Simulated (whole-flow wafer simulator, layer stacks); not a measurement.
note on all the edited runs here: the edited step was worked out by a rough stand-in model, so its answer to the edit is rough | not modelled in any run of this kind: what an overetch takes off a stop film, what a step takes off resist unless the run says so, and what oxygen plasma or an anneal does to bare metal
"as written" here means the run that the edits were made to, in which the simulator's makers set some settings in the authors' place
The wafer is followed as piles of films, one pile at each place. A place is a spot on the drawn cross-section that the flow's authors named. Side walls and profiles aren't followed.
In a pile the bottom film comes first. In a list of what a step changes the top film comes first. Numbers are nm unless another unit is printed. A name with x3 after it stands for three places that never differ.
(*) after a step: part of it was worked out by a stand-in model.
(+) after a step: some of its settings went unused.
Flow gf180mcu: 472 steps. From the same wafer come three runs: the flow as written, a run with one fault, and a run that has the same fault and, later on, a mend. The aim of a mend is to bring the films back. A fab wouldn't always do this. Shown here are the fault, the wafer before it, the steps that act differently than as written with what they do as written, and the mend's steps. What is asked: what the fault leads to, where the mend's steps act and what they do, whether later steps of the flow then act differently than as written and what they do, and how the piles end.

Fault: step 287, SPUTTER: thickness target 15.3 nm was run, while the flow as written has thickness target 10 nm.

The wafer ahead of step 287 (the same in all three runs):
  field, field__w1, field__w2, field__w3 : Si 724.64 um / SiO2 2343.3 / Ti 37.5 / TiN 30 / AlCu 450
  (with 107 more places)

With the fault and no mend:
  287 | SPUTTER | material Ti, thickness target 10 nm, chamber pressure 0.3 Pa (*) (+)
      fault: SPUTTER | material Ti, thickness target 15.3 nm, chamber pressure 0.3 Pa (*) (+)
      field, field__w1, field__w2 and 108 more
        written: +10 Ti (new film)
        fault: +15.3 Ti (new film)
  Later steps of the flow acting differently than as written (5 other steps are not shown; they differ only slightly, by no more than 2% or 0.5 nm, whichever is larger):
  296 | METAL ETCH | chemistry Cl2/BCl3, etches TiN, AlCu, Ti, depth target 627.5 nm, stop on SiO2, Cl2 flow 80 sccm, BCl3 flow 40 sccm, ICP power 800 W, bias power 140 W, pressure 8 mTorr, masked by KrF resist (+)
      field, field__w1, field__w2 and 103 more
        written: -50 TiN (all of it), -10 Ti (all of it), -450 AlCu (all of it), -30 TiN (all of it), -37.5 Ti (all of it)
        fault: -50 TiN (all of it), -15.3 Ti (all of it), -450 AlCu (all of it), -30 TiN (all of it), -37.5 Ti (all of it)
  By the end, the piles at field__w8, contact, m1, m1__w1, m1_nw depart from the flow's by more than 2% or 0.5 nm, whichever is larger.
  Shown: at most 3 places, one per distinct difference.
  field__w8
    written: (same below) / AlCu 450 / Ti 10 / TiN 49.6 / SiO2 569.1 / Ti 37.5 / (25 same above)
    fault: (same below) / AlCu 450 / Ti 15.3 / TiN 49.6 / SiO2 563.8 / Ti 37.5 / (25 same above)
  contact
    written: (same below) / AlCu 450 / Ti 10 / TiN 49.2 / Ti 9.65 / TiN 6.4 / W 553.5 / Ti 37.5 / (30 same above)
    fault: (same below) / AlCu 450 / Ti 15.3 / TiN 49.2 / Ti 9.68 / TiN 6.42 / W 548.2 / Ti 37.5 / (30 same above)

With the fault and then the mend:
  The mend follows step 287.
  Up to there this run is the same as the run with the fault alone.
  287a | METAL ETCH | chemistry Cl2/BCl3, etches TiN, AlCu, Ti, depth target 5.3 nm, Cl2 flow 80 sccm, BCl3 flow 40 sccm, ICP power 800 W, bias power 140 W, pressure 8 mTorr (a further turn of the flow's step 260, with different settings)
      field, field__w1, field__w2 and 108 more
        -5.3 Ti
  Later steps of the flow that are run all act as written at every place that is followed.
  By the end, the piles equal the flow's at every place that both follow.
